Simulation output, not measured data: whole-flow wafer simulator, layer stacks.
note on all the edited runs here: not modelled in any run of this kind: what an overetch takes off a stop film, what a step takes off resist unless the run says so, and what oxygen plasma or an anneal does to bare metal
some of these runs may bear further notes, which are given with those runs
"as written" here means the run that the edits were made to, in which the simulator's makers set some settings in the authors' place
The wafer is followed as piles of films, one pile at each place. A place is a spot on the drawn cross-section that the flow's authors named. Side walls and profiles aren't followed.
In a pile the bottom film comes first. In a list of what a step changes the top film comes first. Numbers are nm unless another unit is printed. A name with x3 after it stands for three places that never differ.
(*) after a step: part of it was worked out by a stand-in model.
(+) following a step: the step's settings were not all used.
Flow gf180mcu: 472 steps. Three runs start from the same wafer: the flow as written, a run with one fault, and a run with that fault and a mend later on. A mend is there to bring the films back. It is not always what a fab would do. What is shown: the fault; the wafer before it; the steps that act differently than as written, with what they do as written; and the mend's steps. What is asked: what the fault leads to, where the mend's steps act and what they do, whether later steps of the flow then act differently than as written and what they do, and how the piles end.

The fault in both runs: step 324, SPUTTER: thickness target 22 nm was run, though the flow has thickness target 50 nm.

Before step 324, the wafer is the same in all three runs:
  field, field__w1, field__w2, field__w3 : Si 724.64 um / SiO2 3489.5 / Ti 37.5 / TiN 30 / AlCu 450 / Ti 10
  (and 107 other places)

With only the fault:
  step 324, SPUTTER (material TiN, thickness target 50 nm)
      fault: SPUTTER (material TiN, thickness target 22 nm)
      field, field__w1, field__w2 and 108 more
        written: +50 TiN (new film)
        fault: +22 TiN (new film)
  Later steps of the flow acting differently than as written (2 other steps are not shown; they differ only slightly, by no more than 2% or 0.5 nm, whichever is larger):
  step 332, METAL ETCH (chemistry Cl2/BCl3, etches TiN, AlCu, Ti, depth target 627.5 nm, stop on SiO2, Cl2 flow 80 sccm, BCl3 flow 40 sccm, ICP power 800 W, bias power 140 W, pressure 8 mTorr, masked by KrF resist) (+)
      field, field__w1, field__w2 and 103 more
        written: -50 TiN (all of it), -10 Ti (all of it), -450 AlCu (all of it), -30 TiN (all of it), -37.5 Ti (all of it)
        fault: -22 TiN (all of it), -10 Ti (all of it), -450 AlCu (all of it), -30 TiN (all of it), -37.5 Ti (all of it)
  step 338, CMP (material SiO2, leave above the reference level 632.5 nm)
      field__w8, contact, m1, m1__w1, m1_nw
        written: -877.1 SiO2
        fault: -849.1 SiO2
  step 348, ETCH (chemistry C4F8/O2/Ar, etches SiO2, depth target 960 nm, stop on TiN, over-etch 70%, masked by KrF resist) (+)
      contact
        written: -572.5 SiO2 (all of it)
        fault: -600.5 SiO2 (all of it)
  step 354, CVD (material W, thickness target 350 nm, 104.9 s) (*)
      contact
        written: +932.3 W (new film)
        fault: +960.5 W (new film)
  At field__w8, contact, m1, m1__w1, m1_nw, the piles at the end differ from the flow's by more than 2% or 0.5 nm, whichever is larger.
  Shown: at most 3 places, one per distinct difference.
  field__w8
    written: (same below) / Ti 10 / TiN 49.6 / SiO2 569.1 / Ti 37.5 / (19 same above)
    fault: (same below) / Ti 10 / TiN 21.6 / SiO2 597.1 / Ti 37.5 / (19 same above)
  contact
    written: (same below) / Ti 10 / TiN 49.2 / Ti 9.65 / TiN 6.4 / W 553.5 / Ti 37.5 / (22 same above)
    fault: (same below) / Ti 10 / TiN 21.2 / Ti 9.5 / TiN 6.3 / W 581.8 / Ti 37.5 / (22 same above)

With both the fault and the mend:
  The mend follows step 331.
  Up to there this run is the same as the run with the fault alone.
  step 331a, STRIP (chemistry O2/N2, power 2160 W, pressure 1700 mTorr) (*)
      field__w8, contact, m1, m1__w1, m1_nw
        -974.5 KrF resist (all of it)
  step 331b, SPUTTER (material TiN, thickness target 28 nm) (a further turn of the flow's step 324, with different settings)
      field, field__w1, field__w2 and 108 more
        +28 TiN
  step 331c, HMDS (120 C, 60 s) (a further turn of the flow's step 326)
      leaves every film unchanged at each place that is followed
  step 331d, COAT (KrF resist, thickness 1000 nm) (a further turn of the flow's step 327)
      field, field__w1, field__w2 and 108 more
        +1000 KrF resist (new film)
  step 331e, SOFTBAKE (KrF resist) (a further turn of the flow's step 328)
      leaves every film unchanged at each place that is followed
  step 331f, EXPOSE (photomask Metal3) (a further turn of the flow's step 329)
      leaves every film unchanged at each place that is followed
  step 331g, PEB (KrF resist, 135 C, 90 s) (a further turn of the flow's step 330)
      field, field__w1, field__w2 and 108 more
        -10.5 KrF resist
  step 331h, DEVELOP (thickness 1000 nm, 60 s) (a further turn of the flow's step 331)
      field, field__w1, field__w2 and 103 more
        -989.5 KrF resist (all of it)
      field__w8, contact, m1, m1__w1, m1_nw
        -14.9 KrF resist
  Later steps of the flow that are run all act as written at every place that is followed.
  By the end, the piles equal the flow's at every place that both follow.
